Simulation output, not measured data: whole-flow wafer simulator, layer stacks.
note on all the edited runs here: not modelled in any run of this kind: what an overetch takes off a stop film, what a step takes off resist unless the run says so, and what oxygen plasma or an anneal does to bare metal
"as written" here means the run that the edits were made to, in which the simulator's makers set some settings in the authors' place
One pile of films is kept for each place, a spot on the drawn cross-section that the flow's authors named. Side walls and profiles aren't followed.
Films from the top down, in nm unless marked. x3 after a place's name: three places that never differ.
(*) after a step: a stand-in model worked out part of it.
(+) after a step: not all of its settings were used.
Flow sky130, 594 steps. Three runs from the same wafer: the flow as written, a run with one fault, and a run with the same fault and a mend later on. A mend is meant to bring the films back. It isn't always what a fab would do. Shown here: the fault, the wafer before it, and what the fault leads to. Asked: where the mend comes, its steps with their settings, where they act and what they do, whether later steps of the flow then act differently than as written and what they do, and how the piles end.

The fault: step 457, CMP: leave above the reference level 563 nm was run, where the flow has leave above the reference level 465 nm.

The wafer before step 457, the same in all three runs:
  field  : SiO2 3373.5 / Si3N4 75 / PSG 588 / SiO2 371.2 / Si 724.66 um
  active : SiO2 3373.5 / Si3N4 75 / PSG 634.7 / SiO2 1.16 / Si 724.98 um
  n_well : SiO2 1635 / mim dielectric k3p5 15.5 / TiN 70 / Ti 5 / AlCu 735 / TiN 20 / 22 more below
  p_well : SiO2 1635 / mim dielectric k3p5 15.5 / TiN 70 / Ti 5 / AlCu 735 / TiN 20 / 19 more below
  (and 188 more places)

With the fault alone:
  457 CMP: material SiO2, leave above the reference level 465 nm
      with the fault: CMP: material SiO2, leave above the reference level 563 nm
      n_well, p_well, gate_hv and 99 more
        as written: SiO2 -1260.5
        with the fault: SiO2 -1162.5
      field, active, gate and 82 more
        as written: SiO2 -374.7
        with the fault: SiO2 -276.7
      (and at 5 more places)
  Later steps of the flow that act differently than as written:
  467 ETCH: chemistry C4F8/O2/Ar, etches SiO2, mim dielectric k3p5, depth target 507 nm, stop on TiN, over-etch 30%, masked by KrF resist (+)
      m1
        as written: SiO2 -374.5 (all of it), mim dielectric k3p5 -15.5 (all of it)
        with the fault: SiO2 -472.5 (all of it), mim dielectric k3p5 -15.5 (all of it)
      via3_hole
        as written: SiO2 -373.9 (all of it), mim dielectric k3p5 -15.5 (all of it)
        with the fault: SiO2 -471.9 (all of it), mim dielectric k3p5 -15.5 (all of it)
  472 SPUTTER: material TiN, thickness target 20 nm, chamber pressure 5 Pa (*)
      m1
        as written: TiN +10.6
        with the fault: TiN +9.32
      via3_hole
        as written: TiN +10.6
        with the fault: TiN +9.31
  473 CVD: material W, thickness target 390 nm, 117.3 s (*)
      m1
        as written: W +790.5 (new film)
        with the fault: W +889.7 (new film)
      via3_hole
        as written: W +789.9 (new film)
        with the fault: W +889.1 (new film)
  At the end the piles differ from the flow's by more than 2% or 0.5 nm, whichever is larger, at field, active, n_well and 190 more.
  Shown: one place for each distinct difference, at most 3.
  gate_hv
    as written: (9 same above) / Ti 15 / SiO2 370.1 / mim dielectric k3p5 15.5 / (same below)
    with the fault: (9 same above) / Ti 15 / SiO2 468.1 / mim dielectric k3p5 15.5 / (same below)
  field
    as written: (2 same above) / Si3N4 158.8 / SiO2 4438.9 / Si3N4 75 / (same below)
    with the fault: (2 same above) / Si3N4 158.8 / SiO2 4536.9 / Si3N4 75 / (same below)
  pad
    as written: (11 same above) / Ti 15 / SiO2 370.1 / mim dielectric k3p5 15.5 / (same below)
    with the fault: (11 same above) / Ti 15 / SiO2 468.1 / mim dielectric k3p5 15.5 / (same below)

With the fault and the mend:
  The mend comes after step 457.
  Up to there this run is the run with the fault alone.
  457a CMP: material SiO2, leave above the reference level 465 nm (the flow's step 457 once more)
      field, active, n_well and 189 more
        SiO2 -98
  No later step of the flow acts differently than as written at any place that is followed.
  At the end the piles are the same as the flow's at every place that both follow.
